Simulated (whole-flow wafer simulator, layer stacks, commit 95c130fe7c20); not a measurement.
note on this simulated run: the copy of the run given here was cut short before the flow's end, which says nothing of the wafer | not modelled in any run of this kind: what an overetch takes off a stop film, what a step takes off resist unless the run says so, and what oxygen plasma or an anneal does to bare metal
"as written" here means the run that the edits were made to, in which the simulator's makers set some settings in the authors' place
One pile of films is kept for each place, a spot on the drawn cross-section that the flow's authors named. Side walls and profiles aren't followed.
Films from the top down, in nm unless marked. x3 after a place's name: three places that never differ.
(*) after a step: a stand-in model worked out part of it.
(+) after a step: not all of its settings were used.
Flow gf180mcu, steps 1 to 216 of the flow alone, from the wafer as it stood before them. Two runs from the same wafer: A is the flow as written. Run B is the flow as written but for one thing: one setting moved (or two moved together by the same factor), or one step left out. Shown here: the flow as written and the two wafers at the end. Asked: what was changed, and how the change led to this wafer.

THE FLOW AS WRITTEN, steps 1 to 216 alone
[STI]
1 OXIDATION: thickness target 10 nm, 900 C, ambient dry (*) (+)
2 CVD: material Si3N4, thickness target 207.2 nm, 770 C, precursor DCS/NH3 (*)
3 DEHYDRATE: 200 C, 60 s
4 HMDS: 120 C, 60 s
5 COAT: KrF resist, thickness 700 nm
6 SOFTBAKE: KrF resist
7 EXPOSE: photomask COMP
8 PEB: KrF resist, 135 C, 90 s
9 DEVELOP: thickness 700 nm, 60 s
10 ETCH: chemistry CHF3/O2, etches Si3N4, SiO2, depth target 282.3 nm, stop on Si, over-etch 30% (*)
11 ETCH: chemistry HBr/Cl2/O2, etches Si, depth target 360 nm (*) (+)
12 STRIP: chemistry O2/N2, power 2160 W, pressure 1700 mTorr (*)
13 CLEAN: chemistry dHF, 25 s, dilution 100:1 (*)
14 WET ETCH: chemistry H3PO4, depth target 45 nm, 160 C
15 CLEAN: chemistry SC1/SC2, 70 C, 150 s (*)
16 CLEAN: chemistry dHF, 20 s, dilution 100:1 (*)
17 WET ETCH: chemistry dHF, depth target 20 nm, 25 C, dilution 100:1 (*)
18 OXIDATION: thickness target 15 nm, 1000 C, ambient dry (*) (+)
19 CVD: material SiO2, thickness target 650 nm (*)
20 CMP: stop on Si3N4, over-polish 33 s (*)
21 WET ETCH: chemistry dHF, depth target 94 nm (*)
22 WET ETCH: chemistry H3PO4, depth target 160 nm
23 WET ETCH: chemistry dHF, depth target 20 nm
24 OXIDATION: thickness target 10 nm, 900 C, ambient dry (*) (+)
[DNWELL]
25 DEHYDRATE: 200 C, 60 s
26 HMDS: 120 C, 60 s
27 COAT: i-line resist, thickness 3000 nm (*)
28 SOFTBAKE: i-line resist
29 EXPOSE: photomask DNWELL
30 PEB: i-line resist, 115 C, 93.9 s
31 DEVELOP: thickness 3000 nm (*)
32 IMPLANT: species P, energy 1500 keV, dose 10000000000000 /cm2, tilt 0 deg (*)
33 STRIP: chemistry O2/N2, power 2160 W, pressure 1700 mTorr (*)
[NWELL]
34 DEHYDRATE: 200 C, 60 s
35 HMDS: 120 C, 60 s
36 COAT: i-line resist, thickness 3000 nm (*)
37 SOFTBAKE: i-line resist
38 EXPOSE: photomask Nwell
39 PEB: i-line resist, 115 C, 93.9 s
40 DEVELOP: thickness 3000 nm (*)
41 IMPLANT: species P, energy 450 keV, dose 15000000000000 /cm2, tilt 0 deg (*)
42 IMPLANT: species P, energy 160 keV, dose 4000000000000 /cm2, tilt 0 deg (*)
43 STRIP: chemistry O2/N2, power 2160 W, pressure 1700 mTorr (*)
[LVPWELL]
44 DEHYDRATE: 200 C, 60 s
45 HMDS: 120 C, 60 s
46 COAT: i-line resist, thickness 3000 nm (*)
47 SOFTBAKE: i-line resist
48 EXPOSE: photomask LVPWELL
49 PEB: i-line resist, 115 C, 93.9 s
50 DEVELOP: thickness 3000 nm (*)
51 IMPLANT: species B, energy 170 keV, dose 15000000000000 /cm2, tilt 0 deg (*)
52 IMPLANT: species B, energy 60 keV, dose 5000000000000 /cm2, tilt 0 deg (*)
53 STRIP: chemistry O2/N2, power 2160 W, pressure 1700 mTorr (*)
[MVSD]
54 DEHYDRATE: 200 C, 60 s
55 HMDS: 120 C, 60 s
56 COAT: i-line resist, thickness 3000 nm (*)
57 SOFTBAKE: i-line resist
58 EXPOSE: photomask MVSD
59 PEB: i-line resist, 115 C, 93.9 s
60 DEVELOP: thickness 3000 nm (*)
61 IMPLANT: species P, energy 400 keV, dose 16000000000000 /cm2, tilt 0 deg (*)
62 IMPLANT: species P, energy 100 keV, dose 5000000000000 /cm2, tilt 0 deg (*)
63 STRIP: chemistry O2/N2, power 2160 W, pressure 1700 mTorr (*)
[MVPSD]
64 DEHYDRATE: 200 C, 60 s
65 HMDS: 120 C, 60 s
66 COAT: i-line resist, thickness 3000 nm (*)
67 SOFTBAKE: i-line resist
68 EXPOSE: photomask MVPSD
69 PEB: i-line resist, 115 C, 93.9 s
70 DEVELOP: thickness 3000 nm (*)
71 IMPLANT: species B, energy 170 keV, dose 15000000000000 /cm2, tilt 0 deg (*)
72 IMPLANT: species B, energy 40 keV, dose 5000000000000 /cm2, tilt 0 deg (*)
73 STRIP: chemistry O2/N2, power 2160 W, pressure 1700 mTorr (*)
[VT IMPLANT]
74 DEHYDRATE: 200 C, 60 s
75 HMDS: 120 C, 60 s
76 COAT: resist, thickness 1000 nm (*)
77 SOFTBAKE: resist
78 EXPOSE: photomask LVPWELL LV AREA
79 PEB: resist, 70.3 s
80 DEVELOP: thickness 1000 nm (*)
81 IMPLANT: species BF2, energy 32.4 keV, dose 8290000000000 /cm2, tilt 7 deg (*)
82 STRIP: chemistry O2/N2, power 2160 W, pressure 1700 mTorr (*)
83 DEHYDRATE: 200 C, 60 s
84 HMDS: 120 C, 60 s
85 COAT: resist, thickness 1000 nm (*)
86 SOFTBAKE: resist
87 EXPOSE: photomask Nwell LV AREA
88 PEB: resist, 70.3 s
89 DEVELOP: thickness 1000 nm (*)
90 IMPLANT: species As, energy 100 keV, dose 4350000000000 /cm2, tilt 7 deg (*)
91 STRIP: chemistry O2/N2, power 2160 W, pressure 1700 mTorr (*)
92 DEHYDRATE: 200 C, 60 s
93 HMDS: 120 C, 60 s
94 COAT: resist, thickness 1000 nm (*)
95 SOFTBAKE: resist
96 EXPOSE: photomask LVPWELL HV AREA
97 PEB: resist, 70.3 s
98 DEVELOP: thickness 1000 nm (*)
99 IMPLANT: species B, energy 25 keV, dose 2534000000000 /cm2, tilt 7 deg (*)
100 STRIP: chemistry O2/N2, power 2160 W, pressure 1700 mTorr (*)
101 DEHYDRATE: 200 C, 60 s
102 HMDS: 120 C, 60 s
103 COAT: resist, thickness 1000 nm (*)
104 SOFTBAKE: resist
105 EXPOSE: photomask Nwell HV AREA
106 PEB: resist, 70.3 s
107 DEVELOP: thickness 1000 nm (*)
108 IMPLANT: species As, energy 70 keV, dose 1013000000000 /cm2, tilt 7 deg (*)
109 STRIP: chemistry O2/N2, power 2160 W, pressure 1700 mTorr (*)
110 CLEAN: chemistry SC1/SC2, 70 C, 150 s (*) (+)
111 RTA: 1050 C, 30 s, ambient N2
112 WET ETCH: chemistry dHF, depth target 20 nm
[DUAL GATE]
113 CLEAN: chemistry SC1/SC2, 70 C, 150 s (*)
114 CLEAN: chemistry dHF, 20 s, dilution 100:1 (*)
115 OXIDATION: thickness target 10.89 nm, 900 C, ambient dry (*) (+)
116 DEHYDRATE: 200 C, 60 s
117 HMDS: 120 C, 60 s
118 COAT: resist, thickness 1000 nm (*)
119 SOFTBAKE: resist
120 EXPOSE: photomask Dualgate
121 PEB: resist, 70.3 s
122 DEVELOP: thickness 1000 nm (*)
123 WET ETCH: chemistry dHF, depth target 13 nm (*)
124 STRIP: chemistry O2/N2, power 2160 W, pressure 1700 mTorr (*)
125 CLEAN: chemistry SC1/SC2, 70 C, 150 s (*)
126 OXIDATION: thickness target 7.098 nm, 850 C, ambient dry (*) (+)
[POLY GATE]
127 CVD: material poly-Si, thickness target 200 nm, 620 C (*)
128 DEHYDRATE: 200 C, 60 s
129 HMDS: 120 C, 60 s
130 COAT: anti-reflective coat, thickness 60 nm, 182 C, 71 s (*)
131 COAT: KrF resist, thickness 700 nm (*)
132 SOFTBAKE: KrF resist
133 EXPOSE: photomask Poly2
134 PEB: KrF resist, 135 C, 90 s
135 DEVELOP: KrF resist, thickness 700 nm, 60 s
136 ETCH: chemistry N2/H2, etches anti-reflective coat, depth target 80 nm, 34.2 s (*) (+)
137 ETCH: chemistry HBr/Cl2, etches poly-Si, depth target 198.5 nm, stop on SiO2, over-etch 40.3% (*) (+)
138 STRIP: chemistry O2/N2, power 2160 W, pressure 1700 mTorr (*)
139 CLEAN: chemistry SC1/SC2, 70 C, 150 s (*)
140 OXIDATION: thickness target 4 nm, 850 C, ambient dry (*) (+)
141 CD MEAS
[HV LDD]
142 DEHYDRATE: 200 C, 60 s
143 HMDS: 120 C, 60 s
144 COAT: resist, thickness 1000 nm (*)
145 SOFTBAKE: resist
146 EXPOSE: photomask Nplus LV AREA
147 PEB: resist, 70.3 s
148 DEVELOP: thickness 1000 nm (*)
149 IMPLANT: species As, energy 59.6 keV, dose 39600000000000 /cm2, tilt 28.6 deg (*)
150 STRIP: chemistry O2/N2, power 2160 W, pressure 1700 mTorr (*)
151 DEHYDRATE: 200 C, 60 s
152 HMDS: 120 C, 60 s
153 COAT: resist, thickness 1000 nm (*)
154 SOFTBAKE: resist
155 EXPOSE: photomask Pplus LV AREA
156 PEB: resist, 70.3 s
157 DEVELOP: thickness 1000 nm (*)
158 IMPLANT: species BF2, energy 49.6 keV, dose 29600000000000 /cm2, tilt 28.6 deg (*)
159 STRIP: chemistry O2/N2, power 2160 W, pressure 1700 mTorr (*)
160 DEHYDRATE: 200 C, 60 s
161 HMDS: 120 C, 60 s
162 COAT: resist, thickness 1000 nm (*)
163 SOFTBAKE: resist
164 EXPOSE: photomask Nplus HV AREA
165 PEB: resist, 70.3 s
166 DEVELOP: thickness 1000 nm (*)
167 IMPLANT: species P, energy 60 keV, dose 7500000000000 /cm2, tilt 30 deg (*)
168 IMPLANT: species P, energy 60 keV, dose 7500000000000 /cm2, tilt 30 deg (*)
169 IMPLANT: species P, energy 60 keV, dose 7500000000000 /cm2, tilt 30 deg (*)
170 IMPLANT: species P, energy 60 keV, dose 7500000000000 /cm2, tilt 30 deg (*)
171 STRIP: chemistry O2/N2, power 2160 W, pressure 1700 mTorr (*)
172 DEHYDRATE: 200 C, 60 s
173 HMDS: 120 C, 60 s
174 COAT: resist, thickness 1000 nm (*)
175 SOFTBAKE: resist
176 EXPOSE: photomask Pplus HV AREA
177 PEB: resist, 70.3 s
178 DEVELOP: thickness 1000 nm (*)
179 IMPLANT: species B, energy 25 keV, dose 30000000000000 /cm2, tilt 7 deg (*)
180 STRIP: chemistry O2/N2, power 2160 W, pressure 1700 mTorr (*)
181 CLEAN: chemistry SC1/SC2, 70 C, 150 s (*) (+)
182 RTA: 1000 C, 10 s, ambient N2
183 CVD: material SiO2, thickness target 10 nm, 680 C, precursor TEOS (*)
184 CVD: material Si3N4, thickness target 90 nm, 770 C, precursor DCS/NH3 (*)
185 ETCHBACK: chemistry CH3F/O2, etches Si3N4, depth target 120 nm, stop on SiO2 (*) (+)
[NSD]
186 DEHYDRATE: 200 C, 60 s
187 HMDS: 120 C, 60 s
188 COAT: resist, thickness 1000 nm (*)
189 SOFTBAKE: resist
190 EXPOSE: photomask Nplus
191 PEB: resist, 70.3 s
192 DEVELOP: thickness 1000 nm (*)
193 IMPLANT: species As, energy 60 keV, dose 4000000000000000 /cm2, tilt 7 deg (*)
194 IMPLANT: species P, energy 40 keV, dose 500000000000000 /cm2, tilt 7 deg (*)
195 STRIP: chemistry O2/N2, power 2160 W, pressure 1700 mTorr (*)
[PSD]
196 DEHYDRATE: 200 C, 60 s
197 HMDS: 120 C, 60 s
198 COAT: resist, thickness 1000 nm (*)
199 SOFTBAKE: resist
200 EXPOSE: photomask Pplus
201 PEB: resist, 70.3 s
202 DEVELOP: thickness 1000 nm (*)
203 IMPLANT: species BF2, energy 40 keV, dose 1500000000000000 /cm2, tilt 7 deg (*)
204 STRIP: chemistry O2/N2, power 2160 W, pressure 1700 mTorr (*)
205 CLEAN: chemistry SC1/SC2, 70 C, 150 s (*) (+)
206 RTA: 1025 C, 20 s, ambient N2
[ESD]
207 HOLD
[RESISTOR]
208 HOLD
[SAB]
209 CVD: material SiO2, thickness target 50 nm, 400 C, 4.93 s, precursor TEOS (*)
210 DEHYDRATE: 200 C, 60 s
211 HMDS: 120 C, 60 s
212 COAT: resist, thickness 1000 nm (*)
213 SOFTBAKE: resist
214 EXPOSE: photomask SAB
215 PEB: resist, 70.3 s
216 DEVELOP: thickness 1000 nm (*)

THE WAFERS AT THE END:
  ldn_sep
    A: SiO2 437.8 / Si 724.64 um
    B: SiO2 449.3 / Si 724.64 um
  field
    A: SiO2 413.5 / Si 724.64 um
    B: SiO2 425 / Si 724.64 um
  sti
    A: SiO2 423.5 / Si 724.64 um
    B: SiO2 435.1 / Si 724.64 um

The cause: step 112, WET ETCH: depth target 9.5 nm was run, where the flow has depth target 20 nm.

How the change led to this, step by step:
  112 WET ETCH: chemistry dHF, depth target 20 nm
      field, field__w2, field__w3 and 36 more: A SiO2 -22 | B SiO2 -10.5
      field_sub, mim_1p0 x3, iso_fld_sub, ldn_fld, ldp_fld: A SiO2 -22 | B SiO2 -10.4
  119 SOFTBAKE: resist
      field_sub: A resist -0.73 | B resist -1.26
      gate_p_hv: A resist +0.83 | B resist +1.42
      (and at 1 more place)
  130 COAT: anti-reflective coat, thickness 60 nm, 182 C, 71 s (*)
      p_well, spacer, sd_n: A anti-reflective coat +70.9 (new film) | B anti-reflective coat +81.9 (new film)
      field: A anti-reflective coat +61.5 (new film) | B anti-reflective coat +57.8 (new film)
      (and at 70 more places)
  136 ETCH: chemistry N2/H2, etches anti-reflective coat, depth target 80 nm, 34.2 s (*) (+)
      p_well, spacer, sd_n: A anti-reflective coat -70.9 (all of it), poly-Si -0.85 | B anti-reflective coat -81.9 (all of it), poly-Si -0.57
      field: A anti-reflective coat -61.5 (all of it), poly-Si -1.09 | B anti-reflective coat -57.8 (all of it), poly-Si -1.19
      (and at 49 more places)
  138 STRIP: chemistry O2/N2, power 2160 W, pressure 1700 mTorr (*)
      gate: A chemical SiO2 +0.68 (new film), KrF resist -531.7 (all of it), anti-reflective coat -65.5 (all of it), poly-Si -0.3 | B chemical SiO2 +0.68 (new film), KrF resist -532.4 (all of it), anti-reflective coat -70.5 (all of it), poly-Si -0.3
      gate_hv: A chemical SiO2 +0.68 (new film), KrF resist -528.4 (all of it), anti-reflective coat -61 (all of it), poly-Si -0.3 | B chemical SiO2 +0.68 (new film), KrF resist -530.8 (all of it), anti-reflective coat -62.9 (all of it), poly-Si -0.3
      (and at 19 more places)
  145 SOFTBAKE: resist
      field_sub: A resist +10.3 | B resist +9.78
      gate_p_hv: A resist -7.98 | B resist -7.32
      (and at 4 more places)
  154 SOFTBAKE: resist
      field_sub: A resist +10.3 | B resist +9.78
      gate_p_hv: A resist -7.98 | B resist -7.32
      (and at 4 more places)
  163 SOFTBAKE: resist
      field_sub: A resist +10.3 | B resist +9.78
      gate_p_hv: A resist -7.98 | B resist -7.32
      (and at 4 more places)
  175 SOFTBAKE: resist
      field_sub: A resist +10.3 | B resist +9.78
      gate_p_hv: A resist -7.98 | B resist -7.32
      (and at 4 more places)
  189 SOFTBAKE: resist
      active_hv: A resist +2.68 | B resist -0.38
      active_nat: A resist +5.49 | B resist +9.29
      (and at 2 more places)
  199 SOFTBAKE: resist
      active_hv: A resist +2.68 | B resist -0.38
      active_nat: A resist +5.49 | B resist +9.29
      (and at 2 more places)
  209 CVD: material SiO2, thickness target 50 nm, 400 C, 4.93 s, precursor TEOS (*)
      active: A SiO2 +50 | B SiO2 +48.8
      ld_drn_p: A SiO2 +46 | B SiO2 +45
  213 SOFTBAKE: resist
      gate_p_hv: A resist -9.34 | B resist -8.72
      iso_ptap_sub: A resist +0.66 | B resist +1.2
      (and at 3 more places)
